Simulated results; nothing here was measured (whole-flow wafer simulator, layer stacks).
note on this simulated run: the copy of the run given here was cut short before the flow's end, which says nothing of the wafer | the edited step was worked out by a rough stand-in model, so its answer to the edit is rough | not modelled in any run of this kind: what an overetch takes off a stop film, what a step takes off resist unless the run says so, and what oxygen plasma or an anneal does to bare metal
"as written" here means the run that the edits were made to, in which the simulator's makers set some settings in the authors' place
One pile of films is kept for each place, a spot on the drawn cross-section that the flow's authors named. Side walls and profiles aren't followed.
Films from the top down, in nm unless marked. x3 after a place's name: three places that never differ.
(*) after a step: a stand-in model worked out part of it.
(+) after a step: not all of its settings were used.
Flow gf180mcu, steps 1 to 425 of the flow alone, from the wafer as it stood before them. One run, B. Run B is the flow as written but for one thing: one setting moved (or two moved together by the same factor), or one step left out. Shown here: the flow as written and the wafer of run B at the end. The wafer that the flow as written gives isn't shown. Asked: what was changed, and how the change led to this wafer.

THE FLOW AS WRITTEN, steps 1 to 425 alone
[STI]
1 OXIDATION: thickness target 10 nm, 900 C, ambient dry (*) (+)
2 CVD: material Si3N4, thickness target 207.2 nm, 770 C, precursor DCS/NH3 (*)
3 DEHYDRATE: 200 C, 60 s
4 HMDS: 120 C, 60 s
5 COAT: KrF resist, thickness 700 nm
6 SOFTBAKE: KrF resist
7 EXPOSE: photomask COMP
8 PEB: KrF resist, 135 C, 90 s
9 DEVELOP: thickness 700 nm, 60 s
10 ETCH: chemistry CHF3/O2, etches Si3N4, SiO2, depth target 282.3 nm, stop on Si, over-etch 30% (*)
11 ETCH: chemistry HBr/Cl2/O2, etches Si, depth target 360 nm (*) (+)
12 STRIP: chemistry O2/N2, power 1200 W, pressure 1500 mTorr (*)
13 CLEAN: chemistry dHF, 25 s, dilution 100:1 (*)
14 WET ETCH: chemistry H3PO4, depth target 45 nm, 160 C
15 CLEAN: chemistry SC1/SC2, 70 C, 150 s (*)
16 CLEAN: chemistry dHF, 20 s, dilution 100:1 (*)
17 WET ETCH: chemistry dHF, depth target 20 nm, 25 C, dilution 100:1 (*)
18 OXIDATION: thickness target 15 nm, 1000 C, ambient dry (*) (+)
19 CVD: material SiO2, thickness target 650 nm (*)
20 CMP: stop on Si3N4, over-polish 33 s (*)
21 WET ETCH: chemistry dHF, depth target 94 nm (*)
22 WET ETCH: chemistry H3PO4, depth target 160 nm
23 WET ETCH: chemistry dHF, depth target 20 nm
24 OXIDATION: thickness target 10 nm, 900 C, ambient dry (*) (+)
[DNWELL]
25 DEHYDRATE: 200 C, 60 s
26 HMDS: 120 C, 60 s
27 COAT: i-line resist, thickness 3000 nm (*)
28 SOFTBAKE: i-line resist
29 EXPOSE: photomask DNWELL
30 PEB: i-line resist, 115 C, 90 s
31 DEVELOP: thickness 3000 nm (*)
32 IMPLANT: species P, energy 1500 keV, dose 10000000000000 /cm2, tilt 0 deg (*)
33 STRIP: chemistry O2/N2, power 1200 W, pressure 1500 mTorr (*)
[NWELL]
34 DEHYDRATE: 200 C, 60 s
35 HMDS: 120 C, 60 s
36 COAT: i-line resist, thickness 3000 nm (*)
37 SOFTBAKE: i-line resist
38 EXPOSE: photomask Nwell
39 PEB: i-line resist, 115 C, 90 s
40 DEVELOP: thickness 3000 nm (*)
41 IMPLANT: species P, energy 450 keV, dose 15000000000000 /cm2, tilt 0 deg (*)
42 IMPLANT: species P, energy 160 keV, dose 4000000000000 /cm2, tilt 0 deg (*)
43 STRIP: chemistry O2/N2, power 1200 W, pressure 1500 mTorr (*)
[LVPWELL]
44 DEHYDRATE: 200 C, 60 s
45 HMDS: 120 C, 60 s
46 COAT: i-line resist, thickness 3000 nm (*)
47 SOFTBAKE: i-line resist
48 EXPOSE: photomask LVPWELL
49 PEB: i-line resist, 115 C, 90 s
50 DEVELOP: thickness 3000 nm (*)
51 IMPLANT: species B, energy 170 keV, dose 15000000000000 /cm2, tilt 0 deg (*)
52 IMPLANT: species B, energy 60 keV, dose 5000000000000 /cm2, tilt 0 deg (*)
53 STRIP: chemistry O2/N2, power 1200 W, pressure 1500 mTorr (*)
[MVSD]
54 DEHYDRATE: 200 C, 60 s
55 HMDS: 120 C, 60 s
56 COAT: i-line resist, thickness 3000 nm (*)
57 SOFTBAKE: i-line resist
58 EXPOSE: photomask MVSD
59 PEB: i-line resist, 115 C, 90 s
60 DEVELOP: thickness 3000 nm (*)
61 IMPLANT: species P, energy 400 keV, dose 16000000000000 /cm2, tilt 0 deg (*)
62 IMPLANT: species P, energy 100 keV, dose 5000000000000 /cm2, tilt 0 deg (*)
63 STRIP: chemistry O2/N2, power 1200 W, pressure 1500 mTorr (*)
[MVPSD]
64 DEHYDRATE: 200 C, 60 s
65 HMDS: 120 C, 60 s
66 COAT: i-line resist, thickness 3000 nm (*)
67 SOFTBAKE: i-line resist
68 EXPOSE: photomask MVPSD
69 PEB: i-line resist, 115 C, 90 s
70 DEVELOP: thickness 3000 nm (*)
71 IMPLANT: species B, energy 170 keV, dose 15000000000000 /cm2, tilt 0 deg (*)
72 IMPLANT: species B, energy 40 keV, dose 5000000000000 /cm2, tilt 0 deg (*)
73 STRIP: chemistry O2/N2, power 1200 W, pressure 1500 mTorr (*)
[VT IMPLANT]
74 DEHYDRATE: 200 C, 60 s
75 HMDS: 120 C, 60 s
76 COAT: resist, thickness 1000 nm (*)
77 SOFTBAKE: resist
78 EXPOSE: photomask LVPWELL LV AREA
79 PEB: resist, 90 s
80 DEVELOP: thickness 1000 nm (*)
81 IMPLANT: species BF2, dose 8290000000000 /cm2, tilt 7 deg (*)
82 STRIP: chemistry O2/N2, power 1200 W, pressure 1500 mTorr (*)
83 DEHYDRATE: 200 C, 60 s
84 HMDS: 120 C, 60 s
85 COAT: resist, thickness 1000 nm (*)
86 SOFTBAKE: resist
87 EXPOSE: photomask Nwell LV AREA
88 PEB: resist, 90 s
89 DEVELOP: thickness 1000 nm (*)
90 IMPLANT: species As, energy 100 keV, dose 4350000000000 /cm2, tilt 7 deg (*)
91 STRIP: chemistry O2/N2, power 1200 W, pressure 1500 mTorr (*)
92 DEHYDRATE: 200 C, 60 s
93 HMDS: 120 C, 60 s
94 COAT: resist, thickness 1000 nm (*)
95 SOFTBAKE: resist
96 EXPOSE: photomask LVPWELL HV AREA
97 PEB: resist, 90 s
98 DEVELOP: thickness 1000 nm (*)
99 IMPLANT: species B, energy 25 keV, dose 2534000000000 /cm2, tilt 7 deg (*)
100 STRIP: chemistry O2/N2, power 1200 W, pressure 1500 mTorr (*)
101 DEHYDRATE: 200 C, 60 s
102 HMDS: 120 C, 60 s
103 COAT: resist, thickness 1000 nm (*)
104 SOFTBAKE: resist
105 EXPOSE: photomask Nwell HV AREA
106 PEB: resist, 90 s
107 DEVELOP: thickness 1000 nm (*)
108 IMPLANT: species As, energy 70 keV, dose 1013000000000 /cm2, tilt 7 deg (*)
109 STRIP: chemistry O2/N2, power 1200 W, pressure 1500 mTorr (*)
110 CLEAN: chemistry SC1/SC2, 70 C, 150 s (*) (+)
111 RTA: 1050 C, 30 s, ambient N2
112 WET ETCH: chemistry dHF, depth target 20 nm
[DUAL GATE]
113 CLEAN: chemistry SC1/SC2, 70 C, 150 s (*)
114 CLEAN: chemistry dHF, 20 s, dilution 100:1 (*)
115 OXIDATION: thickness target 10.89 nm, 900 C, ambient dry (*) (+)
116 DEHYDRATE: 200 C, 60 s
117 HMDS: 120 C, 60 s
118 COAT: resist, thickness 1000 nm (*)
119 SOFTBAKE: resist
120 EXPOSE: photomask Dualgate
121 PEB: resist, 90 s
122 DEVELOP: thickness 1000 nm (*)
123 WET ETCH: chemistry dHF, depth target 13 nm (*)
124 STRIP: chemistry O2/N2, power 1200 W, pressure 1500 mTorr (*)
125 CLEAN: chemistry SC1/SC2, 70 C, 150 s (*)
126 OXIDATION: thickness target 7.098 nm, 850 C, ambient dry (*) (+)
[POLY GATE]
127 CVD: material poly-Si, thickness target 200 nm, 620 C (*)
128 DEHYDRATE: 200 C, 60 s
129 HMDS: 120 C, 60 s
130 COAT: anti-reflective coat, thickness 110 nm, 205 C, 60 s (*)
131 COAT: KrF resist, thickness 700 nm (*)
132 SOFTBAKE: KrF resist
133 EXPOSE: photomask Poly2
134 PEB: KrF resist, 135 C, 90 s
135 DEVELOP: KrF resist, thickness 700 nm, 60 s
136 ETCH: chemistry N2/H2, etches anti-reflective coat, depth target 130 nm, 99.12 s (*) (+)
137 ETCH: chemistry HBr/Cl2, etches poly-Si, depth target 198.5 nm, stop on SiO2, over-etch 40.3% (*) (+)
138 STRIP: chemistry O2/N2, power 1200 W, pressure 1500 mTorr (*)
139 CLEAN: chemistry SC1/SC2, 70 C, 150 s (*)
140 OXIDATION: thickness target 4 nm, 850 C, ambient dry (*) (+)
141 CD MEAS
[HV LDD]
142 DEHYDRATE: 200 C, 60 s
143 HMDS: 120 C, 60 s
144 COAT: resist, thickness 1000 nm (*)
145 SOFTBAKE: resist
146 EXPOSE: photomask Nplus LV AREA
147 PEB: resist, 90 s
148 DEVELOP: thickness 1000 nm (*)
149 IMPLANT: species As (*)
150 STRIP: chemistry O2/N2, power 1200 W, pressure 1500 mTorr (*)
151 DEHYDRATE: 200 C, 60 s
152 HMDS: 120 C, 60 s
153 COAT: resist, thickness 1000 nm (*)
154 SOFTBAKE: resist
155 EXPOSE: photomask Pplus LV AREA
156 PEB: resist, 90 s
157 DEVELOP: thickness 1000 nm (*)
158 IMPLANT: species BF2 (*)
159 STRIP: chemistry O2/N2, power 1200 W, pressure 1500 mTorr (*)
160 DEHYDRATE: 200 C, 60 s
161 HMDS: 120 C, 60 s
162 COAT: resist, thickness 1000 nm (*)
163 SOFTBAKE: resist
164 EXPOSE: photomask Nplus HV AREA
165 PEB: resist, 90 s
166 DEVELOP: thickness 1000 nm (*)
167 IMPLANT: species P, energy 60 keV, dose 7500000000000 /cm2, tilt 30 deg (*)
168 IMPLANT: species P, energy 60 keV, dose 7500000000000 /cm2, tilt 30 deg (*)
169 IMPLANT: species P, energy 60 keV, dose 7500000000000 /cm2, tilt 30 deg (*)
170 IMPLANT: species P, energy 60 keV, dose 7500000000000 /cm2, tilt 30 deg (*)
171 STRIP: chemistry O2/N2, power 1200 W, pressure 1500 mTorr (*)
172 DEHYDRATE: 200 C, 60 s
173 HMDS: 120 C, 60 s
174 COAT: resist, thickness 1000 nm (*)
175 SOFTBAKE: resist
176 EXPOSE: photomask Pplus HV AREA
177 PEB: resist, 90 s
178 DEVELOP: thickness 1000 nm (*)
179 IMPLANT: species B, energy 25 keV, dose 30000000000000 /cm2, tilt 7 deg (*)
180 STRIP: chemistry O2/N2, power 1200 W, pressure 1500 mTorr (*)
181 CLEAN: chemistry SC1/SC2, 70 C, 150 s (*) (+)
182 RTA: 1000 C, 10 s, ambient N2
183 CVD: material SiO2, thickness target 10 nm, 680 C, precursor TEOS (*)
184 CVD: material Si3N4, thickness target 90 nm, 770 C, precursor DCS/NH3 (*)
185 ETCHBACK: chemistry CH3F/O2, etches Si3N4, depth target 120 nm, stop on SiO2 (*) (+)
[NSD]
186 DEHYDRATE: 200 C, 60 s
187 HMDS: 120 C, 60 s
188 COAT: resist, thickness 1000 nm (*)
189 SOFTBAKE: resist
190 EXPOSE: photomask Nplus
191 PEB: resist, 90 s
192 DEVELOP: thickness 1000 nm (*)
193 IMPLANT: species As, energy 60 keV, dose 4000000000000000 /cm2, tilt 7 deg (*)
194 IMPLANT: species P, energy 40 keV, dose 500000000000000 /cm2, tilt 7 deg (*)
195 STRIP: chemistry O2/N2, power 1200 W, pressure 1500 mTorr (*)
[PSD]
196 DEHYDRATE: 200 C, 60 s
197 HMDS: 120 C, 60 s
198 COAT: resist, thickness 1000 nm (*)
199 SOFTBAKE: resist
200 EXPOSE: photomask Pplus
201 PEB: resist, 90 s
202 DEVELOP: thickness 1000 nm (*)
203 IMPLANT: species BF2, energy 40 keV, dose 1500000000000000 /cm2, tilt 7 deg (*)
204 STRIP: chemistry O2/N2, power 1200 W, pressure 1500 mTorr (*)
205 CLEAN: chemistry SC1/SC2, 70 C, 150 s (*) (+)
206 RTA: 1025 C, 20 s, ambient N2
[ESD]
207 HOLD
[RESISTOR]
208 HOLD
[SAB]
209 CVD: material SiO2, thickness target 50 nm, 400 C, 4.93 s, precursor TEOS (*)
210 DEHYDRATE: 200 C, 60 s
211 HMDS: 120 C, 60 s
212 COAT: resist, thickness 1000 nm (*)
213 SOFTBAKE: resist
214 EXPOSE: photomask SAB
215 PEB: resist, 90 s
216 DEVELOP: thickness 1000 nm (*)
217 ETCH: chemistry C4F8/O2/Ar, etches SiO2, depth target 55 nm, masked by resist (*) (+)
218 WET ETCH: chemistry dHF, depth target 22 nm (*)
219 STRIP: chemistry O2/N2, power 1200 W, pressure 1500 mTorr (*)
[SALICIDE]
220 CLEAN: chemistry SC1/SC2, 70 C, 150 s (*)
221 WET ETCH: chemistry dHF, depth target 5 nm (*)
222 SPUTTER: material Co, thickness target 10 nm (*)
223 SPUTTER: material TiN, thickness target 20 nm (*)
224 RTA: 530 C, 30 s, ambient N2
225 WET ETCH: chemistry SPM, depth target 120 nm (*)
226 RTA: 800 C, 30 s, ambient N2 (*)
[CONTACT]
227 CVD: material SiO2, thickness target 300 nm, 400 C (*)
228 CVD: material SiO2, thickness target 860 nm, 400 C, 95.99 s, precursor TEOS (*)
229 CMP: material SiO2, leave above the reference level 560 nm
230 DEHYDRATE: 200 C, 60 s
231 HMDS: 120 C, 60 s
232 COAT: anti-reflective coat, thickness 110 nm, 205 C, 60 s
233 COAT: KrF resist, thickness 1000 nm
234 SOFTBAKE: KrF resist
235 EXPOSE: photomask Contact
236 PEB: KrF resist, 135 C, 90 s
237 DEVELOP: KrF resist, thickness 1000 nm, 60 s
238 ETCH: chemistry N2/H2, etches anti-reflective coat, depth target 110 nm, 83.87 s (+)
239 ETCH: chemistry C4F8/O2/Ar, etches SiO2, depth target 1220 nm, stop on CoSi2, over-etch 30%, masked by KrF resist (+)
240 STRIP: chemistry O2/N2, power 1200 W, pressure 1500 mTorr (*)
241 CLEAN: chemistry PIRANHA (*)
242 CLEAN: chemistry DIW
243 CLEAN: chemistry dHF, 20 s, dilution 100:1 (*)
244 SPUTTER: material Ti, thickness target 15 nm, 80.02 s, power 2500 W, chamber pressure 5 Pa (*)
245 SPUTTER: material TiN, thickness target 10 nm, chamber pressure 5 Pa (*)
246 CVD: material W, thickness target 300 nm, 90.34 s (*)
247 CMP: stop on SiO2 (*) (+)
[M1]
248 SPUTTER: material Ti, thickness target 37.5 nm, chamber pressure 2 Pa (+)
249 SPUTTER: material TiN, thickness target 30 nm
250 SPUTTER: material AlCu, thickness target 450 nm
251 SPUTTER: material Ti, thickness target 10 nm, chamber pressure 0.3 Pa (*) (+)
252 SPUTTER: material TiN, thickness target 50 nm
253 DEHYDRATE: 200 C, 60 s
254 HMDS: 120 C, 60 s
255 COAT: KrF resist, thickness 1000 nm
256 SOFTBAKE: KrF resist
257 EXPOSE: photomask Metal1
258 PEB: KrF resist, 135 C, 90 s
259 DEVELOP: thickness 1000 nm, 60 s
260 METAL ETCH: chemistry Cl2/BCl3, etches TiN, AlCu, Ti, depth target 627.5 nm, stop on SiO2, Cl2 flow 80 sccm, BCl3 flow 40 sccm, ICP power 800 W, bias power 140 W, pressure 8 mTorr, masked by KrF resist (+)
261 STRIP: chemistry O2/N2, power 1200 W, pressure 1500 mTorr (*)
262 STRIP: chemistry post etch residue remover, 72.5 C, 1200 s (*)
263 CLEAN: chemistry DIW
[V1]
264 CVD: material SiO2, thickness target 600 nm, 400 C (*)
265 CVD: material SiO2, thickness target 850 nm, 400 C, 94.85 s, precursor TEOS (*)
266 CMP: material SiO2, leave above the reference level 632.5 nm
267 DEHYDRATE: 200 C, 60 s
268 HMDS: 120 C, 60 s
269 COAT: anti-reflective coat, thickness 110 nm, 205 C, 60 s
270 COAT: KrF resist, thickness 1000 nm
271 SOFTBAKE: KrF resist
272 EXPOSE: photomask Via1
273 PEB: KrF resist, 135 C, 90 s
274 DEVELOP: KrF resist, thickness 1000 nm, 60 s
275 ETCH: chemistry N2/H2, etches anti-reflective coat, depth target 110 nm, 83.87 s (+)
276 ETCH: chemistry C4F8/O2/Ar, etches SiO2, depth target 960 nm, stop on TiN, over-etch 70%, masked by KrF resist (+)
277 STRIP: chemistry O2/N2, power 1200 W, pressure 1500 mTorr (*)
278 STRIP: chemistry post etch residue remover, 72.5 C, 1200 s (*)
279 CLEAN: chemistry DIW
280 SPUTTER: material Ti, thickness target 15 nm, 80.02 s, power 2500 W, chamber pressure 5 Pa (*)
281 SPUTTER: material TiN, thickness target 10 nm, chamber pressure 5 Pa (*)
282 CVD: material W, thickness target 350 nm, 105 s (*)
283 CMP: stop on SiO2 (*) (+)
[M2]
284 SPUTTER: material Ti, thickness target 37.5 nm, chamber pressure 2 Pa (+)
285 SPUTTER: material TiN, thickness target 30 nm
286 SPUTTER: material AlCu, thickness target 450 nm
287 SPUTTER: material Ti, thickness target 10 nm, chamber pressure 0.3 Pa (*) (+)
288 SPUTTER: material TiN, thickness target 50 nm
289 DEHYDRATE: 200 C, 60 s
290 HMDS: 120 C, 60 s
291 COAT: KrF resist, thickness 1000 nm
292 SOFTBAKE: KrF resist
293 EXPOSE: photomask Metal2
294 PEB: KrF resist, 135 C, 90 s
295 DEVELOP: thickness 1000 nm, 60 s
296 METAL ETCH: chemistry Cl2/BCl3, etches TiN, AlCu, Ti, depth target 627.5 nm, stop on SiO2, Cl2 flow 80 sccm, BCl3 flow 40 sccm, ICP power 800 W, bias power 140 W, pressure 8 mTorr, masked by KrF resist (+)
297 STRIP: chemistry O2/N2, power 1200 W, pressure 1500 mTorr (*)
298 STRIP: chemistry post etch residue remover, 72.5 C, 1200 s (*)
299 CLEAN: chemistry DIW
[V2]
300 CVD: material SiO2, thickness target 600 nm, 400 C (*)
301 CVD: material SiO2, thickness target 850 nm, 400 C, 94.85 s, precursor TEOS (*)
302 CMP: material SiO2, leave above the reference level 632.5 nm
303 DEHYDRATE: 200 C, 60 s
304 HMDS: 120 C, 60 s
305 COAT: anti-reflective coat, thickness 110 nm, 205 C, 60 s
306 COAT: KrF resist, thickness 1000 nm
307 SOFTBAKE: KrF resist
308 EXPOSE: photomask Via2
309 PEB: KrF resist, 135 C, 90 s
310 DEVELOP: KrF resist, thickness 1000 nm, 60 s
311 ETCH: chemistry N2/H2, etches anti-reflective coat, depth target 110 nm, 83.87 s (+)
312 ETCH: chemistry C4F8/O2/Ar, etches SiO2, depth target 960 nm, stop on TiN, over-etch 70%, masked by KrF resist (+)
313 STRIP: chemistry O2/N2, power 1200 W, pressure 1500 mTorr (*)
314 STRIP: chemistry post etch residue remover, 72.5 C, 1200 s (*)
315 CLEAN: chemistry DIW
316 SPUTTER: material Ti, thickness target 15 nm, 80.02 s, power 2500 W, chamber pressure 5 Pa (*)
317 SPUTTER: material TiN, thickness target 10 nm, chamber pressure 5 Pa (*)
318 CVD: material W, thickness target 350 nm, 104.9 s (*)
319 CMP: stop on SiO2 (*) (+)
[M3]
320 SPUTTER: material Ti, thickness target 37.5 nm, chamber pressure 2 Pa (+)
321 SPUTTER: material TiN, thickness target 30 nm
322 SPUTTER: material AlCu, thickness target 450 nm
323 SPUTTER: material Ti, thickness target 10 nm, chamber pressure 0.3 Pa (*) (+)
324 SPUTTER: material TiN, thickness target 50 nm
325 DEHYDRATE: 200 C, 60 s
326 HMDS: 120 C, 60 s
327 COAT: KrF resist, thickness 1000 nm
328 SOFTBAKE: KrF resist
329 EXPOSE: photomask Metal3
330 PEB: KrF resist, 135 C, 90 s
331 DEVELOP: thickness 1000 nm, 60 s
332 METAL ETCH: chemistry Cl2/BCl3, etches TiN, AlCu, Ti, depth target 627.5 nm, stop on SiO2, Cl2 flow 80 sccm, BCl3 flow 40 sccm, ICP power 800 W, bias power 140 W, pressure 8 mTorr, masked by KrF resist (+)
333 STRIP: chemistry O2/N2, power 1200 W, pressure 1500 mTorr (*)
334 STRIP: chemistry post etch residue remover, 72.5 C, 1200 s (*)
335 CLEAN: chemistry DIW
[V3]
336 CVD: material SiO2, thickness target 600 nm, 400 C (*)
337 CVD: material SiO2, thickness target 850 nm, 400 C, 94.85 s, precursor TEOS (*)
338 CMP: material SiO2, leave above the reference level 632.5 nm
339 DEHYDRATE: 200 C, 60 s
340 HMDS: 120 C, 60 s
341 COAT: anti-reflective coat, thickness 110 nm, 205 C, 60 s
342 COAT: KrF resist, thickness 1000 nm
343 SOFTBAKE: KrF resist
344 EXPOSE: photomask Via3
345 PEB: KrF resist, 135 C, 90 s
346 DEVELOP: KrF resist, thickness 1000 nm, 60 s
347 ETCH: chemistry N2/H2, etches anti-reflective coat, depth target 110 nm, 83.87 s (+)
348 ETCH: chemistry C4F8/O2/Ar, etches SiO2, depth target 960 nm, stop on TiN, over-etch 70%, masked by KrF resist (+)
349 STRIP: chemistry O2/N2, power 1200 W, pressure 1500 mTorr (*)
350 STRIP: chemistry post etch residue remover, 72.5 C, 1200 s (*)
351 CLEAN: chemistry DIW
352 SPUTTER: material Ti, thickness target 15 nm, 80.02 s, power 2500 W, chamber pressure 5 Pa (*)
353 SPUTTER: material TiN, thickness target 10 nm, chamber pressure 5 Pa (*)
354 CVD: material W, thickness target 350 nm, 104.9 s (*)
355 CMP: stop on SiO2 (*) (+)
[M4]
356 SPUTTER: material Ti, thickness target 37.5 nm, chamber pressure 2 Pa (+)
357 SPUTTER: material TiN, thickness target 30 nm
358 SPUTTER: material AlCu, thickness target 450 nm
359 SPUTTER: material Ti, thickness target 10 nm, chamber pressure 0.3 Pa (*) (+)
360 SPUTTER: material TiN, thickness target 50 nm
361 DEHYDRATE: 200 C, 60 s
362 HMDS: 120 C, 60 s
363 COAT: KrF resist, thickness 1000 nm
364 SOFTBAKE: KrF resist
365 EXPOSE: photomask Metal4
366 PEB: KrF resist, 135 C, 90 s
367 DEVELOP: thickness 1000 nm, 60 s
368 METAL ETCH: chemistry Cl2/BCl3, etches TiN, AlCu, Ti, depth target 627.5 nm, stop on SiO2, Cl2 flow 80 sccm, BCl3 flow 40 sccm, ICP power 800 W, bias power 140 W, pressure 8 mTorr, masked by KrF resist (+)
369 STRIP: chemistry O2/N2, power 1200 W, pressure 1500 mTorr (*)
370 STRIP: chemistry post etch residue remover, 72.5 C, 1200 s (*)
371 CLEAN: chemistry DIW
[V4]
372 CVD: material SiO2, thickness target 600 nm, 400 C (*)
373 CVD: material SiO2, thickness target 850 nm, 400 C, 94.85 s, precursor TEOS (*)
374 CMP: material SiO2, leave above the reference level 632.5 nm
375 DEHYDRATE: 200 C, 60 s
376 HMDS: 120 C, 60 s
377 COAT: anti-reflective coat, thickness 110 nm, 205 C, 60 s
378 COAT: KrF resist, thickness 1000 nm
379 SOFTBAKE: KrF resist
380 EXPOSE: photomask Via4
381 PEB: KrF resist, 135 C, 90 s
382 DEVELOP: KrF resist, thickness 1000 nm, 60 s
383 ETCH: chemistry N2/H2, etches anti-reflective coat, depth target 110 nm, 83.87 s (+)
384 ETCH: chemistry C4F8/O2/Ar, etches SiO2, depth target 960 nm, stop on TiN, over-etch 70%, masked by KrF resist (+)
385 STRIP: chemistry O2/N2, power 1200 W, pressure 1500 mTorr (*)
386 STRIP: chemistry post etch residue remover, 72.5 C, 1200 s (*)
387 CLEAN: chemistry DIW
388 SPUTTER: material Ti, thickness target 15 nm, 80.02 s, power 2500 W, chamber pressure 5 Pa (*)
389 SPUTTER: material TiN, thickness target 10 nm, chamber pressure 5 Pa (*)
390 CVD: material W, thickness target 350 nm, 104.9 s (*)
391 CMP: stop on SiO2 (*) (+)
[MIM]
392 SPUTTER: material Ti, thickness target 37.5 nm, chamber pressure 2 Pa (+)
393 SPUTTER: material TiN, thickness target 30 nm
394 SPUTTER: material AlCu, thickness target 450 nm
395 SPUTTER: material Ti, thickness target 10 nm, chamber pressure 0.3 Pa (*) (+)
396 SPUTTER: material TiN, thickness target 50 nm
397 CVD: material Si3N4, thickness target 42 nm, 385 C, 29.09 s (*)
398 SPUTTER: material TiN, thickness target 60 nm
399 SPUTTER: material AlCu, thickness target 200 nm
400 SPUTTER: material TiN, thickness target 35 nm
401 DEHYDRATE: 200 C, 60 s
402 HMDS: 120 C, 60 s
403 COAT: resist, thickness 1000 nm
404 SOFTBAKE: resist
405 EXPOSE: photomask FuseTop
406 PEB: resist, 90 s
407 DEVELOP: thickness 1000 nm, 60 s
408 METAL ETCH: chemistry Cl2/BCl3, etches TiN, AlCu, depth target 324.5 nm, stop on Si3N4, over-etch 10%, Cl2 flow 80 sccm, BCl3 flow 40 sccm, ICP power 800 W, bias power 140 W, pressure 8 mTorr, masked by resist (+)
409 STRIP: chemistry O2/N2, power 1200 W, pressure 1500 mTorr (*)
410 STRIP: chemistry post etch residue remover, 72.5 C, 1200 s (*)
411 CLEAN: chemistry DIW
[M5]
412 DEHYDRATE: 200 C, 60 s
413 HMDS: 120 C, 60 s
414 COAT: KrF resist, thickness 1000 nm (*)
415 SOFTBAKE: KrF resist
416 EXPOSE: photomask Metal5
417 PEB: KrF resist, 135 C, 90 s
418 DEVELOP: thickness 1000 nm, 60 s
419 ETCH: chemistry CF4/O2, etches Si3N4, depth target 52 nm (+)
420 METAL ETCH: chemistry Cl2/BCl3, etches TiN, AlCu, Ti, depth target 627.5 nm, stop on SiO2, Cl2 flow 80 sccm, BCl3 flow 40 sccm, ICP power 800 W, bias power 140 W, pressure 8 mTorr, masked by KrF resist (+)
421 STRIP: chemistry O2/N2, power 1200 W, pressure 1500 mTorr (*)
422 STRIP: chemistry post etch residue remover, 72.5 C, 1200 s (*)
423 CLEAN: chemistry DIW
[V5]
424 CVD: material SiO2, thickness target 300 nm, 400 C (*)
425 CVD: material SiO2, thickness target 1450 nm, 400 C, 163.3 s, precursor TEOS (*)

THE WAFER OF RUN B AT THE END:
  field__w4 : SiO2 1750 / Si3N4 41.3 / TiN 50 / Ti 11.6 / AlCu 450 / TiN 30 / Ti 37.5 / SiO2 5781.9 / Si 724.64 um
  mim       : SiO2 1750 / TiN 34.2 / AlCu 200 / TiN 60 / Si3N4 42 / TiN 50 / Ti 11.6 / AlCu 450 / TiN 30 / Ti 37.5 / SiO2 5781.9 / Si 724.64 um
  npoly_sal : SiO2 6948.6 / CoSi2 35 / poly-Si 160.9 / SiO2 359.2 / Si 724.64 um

The cause: step 395, SPUTTER: thickness target 11.6 nm was run, where the flow has thickness target 10 nm.
It can be read off the wafer: field__w4 has Ti 11.6, and step 395 as written asks for 10 nm.

How the change led to this, step by step:
  395 SPUTTER: material Ti, thickness target 10 nm, chamber pressure 0.3 Pa (*) (+)
      field, field__w1, field__w2 and 108 more: Ti +11.6 (new film) (as written it would be: Ti +10 (new film))
  420 METAL ETCH: chemistry Cl2/BCl3, etches TiN, AlCu, Ti, depth target 627.5 nm, stop on SiO2, Cl2 flow 80 sccm, BCl3 flow 40 sccm, ICP power 800 W, bias power 140 W, pressure 8 mTorr, masked by KrF resist (+)
      field, field__w1, field__w2 and 101 more: TiN -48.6 (all of it), Ti -11.6 (all of it), AlCu -450 (all of it), TiN -30 (all of it), Ti -37.5 (all of it) (as written it would be: TiN -48.6 (all of it), Ti -10 (all of it), AlCu -450 (all of it), TiN -30 (all of it), Ti -37.5 (all of it))
